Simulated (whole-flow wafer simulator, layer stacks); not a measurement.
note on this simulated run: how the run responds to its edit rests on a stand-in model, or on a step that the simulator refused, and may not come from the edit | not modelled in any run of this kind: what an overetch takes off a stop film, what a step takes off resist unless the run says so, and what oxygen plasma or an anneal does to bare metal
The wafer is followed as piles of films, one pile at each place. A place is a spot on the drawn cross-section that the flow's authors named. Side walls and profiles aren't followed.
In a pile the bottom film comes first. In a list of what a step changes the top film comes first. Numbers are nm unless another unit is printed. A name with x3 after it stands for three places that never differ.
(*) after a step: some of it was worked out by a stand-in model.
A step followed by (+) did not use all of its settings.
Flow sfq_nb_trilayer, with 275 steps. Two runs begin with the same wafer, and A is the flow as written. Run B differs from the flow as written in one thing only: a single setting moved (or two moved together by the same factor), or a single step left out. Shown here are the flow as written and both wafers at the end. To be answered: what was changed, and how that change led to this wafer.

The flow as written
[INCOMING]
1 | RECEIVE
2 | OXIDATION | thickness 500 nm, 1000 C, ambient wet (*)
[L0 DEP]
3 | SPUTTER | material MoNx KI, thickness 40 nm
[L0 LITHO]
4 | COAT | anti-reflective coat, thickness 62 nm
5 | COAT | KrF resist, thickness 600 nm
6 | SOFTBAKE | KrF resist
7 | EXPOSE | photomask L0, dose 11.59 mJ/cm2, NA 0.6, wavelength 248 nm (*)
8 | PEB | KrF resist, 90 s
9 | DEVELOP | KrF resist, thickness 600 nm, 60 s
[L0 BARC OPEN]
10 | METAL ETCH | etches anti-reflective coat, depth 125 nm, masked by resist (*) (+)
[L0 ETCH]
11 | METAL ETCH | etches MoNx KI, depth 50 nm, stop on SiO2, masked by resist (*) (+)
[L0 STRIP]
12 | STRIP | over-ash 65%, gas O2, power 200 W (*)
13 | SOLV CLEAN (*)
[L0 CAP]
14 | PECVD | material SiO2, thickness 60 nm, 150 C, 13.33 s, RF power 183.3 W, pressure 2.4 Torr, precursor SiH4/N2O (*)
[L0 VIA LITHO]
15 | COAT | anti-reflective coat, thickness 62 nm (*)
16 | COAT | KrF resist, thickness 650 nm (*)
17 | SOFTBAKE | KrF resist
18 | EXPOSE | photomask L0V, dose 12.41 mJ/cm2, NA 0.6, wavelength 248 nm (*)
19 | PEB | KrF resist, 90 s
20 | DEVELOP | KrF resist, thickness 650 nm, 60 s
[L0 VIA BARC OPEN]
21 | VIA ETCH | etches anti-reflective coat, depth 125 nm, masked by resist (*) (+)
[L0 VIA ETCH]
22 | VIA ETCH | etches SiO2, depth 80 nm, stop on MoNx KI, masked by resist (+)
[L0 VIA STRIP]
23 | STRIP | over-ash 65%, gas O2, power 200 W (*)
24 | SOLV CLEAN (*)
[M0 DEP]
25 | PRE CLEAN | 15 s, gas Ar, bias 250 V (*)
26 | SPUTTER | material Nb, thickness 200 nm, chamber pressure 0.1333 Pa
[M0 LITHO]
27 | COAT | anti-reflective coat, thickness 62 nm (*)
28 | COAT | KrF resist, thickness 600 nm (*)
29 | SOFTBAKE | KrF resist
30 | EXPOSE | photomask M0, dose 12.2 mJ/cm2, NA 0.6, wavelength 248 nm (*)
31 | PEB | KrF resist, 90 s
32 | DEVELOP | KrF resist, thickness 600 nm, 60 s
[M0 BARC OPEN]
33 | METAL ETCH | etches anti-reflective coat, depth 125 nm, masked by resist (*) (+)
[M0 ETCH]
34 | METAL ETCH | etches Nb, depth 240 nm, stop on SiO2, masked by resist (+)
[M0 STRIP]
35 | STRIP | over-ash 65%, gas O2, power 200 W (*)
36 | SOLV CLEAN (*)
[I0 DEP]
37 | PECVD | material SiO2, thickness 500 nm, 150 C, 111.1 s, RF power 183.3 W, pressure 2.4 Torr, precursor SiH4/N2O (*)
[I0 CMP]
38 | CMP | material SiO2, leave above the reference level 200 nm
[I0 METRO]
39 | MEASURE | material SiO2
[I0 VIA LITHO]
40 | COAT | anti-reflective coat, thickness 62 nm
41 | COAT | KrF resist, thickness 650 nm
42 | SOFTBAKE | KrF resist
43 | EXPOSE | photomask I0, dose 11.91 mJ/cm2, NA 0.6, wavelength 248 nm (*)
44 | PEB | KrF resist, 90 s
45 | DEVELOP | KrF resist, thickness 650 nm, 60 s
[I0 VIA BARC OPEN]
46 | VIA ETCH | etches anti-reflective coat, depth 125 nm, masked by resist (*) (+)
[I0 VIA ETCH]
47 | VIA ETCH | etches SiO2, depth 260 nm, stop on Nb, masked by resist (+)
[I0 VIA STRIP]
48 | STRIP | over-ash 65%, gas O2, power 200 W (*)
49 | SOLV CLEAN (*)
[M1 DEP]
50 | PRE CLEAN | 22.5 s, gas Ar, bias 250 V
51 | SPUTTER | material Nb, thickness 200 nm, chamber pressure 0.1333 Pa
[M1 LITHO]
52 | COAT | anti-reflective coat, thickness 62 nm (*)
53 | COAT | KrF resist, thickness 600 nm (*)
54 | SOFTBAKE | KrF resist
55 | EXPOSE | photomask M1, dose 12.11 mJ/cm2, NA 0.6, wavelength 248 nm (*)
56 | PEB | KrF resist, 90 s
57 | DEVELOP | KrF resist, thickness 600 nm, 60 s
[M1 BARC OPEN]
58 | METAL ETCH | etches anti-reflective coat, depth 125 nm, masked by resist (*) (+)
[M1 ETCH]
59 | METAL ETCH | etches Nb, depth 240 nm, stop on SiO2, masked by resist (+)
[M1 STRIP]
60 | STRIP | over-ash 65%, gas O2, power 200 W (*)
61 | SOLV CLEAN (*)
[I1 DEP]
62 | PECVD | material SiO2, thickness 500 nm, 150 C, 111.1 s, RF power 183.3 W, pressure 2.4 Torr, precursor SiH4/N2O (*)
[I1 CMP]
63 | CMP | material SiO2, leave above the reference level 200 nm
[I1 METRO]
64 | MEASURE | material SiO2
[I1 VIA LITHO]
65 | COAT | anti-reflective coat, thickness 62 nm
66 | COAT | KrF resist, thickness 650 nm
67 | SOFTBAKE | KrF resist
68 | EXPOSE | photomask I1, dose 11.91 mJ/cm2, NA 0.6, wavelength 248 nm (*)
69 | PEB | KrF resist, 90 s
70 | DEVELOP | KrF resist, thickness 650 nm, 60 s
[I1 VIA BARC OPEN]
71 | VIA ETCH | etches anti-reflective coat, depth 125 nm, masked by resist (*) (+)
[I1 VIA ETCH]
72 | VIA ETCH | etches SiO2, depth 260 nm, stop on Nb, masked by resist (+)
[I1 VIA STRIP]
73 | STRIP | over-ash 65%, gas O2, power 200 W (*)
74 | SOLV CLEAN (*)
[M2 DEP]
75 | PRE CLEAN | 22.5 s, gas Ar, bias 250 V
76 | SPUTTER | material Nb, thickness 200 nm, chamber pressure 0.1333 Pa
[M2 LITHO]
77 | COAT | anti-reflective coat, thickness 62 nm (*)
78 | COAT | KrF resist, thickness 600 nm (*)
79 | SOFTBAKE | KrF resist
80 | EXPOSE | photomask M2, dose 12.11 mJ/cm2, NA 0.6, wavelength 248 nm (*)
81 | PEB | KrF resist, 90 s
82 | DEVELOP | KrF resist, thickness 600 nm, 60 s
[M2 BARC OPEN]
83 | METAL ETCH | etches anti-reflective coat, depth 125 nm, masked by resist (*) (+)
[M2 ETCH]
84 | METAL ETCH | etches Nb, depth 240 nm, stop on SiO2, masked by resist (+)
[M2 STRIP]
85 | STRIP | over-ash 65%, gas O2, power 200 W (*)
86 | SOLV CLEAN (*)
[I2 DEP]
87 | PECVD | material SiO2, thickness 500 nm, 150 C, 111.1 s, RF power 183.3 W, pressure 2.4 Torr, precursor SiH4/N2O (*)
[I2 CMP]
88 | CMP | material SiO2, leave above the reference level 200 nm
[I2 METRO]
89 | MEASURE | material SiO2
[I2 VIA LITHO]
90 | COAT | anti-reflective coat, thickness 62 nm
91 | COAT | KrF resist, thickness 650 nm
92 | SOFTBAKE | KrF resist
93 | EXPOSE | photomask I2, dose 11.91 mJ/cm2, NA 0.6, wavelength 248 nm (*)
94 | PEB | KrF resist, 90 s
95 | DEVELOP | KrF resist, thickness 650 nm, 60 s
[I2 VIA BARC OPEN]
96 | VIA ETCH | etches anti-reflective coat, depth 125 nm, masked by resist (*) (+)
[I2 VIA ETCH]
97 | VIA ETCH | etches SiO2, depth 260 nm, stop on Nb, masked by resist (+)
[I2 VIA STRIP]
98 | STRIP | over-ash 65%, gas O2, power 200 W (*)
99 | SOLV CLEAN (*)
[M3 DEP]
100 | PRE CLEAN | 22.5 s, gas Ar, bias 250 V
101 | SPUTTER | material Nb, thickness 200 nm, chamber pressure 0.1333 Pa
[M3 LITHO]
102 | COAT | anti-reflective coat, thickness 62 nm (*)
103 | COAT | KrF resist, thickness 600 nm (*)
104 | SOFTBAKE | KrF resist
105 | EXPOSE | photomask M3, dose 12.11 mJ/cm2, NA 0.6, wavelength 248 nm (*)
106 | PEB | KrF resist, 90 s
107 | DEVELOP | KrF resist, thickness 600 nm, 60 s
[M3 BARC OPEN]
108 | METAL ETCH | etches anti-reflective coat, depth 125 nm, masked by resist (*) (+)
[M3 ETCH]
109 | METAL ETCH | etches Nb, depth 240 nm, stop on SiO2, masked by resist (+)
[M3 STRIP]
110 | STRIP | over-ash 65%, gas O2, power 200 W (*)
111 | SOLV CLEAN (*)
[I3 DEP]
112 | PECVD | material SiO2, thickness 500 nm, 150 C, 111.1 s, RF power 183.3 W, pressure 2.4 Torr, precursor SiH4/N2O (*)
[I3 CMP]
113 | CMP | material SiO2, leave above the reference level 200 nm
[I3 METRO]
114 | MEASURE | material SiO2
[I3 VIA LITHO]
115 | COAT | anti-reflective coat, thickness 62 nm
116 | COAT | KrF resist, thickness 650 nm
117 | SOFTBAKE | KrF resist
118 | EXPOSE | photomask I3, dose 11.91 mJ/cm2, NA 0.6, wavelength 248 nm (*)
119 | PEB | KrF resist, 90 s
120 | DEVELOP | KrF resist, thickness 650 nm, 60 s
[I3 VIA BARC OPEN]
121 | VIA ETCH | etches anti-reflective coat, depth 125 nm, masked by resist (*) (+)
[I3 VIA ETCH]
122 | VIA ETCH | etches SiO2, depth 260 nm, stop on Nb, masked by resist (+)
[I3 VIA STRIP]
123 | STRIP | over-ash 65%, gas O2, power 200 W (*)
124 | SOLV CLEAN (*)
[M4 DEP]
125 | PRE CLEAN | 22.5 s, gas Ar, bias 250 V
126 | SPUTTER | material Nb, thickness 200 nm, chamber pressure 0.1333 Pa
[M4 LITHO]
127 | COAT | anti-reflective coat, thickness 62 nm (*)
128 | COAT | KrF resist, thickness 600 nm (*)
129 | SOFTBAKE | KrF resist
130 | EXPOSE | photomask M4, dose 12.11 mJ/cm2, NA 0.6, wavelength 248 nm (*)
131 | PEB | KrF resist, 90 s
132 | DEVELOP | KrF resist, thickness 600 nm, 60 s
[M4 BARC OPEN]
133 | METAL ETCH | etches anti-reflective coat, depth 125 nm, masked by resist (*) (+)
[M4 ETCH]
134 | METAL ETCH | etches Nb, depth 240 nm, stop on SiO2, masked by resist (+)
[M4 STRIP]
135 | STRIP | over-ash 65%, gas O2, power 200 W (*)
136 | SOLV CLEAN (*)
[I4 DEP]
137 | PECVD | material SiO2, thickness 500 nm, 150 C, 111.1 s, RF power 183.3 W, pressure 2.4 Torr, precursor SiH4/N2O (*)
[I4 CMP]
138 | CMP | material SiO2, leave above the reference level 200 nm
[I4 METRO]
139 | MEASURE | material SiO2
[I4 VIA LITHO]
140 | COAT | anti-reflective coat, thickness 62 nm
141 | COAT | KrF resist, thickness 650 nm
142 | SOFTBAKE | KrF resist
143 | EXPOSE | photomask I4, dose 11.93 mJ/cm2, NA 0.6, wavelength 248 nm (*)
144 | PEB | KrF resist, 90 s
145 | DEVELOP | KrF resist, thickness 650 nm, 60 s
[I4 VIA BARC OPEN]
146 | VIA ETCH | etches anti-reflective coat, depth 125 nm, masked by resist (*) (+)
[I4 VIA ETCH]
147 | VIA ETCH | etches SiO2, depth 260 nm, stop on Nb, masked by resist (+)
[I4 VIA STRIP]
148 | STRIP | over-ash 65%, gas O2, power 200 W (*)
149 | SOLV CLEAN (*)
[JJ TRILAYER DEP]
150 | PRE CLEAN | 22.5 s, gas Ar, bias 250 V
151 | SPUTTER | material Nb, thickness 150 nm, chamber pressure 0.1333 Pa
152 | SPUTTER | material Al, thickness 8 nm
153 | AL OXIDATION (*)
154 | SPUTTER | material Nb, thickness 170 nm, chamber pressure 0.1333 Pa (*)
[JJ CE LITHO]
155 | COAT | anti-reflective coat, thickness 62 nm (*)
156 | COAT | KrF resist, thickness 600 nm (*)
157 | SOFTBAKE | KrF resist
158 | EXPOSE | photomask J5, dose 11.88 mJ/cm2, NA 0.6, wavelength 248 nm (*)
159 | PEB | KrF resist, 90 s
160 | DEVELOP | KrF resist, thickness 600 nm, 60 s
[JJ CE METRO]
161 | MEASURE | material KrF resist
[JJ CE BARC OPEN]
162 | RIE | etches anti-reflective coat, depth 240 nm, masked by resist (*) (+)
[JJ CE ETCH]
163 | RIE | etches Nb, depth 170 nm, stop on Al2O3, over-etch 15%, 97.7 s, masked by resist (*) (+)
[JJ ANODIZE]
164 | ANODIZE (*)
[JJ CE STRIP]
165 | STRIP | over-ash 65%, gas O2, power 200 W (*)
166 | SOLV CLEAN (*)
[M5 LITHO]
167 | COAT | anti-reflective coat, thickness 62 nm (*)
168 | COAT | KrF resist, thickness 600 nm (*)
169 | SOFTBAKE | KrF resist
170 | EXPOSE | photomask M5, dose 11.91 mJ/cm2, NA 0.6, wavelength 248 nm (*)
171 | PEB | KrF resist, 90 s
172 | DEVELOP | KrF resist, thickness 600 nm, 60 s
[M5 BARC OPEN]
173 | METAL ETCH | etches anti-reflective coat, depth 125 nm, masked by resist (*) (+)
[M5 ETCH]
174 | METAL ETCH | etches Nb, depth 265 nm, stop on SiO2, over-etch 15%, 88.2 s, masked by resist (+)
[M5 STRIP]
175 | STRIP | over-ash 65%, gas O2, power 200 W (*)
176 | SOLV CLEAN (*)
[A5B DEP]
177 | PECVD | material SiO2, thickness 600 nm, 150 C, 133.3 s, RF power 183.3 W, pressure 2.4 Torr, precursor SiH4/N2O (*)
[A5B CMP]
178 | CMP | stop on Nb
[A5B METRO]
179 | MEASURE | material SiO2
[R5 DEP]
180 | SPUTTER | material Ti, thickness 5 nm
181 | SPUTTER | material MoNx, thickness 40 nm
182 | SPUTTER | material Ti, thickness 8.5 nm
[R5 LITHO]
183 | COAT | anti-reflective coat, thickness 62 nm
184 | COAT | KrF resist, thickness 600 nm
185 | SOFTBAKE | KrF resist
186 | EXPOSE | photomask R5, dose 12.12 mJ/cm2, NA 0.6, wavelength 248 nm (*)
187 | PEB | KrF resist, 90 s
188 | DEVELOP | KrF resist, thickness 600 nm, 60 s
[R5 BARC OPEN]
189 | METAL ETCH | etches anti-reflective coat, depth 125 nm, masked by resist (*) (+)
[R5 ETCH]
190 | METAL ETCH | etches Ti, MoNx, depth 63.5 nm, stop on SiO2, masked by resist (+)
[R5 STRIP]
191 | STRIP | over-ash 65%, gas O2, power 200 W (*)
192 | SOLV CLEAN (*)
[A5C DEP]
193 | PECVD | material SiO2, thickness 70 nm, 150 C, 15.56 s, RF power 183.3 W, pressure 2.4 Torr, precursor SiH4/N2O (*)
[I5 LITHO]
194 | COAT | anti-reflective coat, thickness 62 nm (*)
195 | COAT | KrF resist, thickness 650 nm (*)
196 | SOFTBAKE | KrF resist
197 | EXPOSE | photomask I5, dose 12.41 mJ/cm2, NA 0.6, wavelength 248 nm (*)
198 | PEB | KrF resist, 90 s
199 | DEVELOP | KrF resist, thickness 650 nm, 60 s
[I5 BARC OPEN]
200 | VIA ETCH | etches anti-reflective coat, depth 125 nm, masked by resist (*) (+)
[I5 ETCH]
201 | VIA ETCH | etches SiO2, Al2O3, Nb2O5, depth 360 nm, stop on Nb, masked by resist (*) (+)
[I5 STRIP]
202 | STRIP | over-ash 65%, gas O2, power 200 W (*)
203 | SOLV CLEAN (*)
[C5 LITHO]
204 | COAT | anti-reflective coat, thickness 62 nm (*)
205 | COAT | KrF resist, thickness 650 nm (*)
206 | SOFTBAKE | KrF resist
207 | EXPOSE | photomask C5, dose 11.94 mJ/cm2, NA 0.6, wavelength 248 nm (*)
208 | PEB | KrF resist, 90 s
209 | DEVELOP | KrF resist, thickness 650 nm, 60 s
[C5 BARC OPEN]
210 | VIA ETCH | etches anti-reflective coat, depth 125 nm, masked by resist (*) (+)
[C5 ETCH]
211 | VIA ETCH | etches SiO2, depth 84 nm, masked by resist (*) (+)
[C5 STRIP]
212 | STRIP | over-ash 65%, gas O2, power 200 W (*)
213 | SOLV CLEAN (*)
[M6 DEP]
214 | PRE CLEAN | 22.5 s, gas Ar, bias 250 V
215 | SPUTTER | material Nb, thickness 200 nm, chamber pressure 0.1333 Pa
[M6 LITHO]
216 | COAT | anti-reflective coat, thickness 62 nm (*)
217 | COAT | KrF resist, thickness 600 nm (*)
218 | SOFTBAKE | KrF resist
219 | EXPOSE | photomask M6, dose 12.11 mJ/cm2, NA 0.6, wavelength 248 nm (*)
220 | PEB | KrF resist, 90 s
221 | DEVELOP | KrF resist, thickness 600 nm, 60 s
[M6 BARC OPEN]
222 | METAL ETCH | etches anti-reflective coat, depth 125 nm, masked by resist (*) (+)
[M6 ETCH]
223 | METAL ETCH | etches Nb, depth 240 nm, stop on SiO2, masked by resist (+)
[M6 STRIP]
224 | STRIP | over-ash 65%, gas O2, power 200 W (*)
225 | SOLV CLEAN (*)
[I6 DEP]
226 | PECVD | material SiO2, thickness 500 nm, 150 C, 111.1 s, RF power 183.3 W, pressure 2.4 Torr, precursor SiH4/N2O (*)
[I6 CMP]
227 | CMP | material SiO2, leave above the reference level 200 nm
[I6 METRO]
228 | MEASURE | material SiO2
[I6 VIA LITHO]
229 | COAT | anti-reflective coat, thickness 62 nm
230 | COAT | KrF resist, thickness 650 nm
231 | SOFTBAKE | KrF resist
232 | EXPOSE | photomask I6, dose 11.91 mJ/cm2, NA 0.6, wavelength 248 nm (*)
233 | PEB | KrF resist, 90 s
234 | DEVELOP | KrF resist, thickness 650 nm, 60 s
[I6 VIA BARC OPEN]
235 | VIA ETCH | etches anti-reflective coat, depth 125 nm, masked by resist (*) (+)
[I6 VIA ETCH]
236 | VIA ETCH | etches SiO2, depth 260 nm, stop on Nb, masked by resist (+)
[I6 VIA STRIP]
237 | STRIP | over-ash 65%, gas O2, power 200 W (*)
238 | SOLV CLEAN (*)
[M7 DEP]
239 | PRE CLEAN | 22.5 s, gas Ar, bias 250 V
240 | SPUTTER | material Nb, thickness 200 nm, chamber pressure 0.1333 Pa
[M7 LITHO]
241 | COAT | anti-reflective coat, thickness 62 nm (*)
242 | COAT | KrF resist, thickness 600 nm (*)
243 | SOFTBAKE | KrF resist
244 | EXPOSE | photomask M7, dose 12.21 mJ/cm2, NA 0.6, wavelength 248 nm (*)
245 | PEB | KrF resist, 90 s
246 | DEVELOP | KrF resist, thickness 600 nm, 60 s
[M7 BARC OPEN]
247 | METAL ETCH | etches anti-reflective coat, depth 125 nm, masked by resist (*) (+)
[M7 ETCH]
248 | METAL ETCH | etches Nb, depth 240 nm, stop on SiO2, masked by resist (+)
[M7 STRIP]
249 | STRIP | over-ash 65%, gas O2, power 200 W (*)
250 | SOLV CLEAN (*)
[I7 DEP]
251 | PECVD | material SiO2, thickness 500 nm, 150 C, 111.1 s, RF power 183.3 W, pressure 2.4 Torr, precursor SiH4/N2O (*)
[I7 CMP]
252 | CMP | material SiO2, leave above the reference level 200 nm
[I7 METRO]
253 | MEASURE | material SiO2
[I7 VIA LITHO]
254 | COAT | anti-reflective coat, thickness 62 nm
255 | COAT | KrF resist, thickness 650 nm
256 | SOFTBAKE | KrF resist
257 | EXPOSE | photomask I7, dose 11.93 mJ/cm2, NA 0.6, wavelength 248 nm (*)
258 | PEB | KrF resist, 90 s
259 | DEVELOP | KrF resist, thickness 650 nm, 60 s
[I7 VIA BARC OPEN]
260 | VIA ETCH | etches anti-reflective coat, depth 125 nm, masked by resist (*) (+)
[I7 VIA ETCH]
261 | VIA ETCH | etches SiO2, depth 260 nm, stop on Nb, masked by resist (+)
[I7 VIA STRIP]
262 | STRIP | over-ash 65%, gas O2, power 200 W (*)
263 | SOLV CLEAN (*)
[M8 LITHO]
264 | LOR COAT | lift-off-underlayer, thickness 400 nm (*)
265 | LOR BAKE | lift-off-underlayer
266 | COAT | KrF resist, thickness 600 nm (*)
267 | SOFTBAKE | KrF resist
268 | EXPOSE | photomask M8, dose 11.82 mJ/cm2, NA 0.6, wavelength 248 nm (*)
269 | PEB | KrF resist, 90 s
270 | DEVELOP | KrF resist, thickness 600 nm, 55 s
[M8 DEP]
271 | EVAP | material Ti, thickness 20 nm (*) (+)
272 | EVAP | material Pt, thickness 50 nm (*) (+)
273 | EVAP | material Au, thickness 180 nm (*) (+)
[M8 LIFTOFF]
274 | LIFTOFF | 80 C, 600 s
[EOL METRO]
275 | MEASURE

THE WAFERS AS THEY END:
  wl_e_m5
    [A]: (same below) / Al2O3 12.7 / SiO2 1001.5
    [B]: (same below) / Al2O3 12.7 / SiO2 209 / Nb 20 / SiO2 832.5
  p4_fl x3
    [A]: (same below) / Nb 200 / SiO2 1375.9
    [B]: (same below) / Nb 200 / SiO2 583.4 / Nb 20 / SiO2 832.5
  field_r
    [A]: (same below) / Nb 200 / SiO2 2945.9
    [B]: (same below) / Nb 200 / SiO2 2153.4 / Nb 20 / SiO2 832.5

Cause: step 215, SPUTTER: thickness 260 nm was run, while the flow as written has thickness 200 nm.

Step by step, how the change led to this:
  215 | SPUTTER | material Nb, thickness 200 nm, chamber pressure 0.1333 Pa
      field_l, v_sur, via_wl and 100 more: A +200 Nb (new film) | B +260 Nb (new film)
      be: A +147.3 Nb | B +190.7 Nb
      (also at 2 further places)
  216 | COAT | anti-reflective coat, thickness 62 nm (*)
      be: A +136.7 anti-reflective coat (new film) | B +142.3 anti-reflective coat (new film)
  223 | METAL ETCH | etches Nb, depth 240 nm, stop on SiO2, masked by resist (+)
      field_l, gap, moat and 76 more: A -200 Nb (all of it) | B -240 Nb
  224 | STRIP | over-ash 65%, gas O2, power 200 W (*)
      be: A -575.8 KrF resist (all of it), -136.7 anti-reflective coat (all of it) | B -585.2 KrF resist (all of it), -142.3 anti-reflective coat (all of it)
  226 | PECVD | material SiO2, thickness 500 nm, 150 C, 111.1 s, RF power 183.3 W, pressure 2.4 Torr, precursor SiH4/N2O (*)
      field_l, p4_fl x3, p4_w1 x9 and 52 more: A +500 SiO2 | B +500 SiO2 (new film)
      moat, field_r, lsp_l, ln_m5, lsp_m: A +493.6 SiO2 | B +492.3 SiO2 (new film)
      (also at 10 further places)
  227 | CMP | material SiO2, leave above the reference level 200 nm
      field_l, p4_fl x3, p4_w1 x9 and 49 more: A -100 SiO2 | B -60 SiO2
      moat, field_r, lsp_l, ln_m5, lsp_m: A -93.6 SiO2 | B -52.3 SiO2
      (also at 9 further places)
If metal films that touch count as one body, wl_e_m5 has 7 bodies (between them, from the top down: SiO2 209 / Al2O3 12.7 / Nb2O5 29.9; SiO2 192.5; SiO2 192.5; SiO2 192.5; SiO2 192.5; SiO2 192.5); the flow as written gives 6 bodies (between them, from the top down: SiO2 192.5; SiO2 192.5; SiO2 192.5; SiO2 192.5; SiO2 192.5).
If metal films that touch count as one body, p4_fl x3 has 3 bodies (between them, from the top down: SiO2 583.4; SiO2 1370); the flow as written gives 2 bodies (between them, from the top down: SiO2 1370).
If metal films that touch count as one body, field_r has 2 bodies (between them, from the top down: SiO2 2153.4); the flow as written gives 1 body.
